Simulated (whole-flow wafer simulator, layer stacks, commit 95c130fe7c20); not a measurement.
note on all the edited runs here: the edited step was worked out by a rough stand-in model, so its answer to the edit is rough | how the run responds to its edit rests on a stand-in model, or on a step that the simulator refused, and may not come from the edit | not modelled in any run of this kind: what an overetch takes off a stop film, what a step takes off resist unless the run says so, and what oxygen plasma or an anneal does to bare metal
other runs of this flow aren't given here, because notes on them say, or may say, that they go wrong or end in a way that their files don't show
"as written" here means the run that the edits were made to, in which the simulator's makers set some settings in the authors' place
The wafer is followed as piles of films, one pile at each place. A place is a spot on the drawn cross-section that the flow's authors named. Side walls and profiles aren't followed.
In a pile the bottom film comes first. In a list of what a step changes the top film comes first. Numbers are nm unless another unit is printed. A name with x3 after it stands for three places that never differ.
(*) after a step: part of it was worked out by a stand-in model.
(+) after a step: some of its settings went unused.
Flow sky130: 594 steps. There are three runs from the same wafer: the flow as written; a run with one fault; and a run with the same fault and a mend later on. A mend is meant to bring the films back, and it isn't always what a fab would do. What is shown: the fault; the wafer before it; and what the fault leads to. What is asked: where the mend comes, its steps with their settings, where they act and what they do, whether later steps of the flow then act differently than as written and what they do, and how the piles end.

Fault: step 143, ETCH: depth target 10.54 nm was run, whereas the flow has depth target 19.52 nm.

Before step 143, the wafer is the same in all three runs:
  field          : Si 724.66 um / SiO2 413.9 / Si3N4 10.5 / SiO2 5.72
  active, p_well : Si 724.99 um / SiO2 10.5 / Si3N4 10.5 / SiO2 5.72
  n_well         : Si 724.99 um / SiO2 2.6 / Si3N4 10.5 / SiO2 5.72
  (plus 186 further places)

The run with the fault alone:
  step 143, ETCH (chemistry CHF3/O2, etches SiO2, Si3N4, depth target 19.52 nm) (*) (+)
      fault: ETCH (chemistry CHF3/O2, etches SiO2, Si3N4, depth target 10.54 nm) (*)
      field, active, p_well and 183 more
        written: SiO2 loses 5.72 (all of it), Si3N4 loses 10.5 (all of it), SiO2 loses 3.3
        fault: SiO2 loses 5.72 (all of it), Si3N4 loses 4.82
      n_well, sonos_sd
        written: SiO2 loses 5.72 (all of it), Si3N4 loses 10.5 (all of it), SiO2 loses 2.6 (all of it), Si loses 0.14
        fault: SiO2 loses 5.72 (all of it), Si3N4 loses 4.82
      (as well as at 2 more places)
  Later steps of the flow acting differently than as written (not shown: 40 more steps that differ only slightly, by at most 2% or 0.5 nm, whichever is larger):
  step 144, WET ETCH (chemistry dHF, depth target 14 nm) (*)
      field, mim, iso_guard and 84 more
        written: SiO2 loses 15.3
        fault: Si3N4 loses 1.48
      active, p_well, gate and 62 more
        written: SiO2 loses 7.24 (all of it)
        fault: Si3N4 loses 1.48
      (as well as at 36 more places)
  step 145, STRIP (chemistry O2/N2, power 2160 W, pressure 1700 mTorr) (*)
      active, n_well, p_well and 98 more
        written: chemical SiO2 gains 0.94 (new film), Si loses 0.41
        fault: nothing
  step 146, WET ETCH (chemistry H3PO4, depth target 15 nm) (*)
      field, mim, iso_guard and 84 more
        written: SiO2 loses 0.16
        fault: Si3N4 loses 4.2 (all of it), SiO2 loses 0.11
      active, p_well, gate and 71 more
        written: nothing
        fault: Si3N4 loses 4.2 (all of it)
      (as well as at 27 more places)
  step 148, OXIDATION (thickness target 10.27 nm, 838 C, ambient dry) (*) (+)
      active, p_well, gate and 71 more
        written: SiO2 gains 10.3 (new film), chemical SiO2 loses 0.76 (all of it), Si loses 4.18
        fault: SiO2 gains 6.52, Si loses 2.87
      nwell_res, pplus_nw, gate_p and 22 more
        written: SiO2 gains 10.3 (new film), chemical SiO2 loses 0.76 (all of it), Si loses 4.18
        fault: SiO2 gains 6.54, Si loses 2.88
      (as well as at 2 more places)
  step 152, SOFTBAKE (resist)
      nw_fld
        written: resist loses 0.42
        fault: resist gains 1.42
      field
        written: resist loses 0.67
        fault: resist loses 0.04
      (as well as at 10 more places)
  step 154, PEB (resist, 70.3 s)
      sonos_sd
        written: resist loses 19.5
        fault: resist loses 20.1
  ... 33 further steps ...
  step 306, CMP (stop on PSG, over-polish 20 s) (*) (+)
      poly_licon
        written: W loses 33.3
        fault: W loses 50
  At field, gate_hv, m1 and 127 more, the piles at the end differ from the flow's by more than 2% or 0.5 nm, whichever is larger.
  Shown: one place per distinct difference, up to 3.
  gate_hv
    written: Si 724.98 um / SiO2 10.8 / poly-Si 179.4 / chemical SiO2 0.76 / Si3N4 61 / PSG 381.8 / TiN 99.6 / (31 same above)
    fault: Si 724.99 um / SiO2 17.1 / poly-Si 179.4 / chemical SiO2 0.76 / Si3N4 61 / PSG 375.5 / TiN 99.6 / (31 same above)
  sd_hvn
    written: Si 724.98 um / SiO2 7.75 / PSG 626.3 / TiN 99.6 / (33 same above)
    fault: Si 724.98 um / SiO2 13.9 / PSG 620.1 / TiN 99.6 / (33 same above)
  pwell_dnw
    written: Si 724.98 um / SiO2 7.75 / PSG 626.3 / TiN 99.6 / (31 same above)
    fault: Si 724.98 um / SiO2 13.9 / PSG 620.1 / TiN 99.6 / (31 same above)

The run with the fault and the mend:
  The mend stands after step 143.
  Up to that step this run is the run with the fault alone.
  step 143a, ETCH (chemistry CHF3/O2, etches SiO2, Si3N4, depth target 8.979 nm) (*) (+) (the flow's step 143 again, with other settings)
      field, active, p_well and 183 more
        Si3N4 loses 5.68 (all of it), SiO2 loses 3.3
      n_well, sonos_sd
        Si3N4 loses 5.68 (all of it), SiO2 loses 2.6 (all of it), Si loses 0.14
      sonos_cell, sonos_cell_x
        resist loses 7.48
  Every later step of the flow that is run acts as written, at every place that is followed, to within 2% or 0.5 nm, whichever is larger.
  The piles end the same as the flow's at every place that both follow.
